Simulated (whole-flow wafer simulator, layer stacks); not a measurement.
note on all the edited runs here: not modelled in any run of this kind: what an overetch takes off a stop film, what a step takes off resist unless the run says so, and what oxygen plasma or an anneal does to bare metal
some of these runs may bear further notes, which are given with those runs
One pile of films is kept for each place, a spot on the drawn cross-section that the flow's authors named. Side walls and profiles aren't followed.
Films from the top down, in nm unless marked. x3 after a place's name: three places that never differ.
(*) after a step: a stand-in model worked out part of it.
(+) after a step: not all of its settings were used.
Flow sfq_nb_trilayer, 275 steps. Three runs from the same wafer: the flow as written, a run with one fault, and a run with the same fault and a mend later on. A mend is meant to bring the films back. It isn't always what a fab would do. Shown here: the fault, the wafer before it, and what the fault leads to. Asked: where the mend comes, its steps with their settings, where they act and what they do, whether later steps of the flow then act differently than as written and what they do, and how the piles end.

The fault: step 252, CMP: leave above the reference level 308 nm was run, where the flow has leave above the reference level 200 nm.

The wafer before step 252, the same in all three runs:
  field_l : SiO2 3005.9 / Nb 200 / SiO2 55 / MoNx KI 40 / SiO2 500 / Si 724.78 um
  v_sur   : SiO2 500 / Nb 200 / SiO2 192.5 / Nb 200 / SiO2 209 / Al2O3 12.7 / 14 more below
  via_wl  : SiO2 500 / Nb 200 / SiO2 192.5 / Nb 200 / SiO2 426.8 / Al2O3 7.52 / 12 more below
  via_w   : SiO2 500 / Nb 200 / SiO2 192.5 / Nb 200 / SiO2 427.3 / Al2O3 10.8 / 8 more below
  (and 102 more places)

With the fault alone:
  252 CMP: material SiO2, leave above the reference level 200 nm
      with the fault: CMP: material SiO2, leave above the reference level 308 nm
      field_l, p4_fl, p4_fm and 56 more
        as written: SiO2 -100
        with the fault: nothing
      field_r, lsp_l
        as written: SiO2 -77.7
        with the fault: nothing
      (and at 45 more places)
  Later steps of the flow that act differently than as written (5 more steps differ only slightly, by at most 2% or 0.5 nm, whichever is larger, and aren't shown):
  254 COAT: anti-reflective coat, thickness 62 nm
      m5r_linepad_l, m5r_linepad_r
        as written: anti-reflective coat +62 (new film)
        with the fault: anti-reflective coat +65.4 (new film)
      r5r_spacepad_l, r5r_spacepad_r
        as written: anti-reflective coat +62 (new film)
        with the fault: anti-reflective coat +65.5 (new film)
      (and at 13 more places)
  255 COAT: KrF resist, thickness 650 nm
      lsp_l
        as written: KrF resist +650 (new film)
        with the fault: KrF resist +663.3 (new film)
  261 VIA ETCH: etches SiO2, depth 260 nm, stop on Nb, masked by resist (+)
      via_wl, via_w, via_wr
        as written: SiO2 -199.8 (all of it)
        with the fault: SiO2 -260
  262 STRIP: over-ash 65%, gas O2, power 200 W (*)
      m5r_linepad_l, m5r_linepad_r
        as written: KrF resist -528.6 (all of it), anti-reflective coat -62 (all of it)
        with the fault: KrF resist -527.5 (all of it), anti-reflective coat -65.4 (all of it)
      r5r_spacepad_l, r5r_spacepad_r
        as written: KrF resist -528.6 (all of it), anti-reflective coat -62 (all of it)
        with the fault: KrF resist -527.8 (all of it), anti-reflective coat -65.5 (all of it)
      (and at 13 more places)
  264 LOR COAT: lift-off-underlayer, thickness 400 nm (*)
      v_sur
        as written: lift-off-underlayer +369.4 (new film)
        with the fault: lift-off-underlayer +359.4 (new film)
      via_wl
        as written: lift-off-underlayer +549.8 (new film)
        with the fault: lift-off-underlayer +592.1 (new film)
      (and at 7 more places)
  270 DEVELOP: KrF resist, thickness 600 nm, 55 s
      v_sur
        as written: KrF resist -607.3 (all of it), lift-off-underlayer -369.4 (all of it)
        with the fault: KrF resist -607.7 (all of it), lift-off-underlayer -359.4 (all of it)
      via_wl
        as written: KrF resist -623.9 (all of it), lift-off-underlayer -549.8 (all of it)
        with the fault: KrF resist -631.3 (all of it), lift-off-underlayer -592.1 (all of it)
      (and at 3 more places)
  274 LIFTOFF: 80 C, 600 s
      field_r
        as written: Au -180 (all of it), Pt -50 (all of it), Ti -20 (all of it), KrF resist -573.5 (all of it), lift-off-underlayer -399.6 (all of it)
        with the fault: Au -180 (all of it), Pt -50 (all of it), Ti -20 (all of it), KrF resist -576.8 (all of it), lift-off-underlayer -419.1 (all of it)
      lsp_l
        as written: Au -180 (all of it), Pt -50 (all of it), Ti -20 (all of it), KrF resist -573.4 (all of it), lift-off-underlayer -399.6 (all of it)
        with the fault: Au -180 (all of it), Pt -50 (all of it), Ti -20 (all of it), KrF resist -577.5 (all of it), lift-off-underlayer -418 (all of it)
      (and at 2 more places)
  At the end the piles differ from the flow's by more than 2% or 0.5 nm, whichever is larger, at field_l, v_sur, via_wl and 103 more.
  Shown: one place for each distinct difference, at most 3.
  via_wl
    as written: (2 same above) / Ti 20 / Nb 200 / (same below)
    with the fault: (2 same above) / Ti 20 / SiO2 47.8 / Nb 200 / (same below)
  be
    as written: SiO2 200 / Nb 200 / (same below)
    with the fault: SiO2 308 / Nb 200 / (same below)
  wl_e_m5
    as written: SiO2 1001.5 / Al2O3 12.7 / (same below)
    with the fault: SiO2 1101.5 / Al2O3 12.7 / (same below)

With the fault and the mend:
  The mend comes after step 253.
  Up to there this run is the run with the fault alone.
  253a CMP: material SiO2, leave above the reference level 200 nm (the flow's step 252 once more)
      field_l, p4_fl, p4_fm and 56 more
        SiO2 -100
      v_sur, via_wl, via_w and 40 more
        SiO2 -108
      field_r, lsp_l
        SiO2 -77.7
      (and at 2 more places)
  No later step of the flow acts differently than as written at any place that is followed.
  At the end the piles are the same as the flow's at every place that both follow.
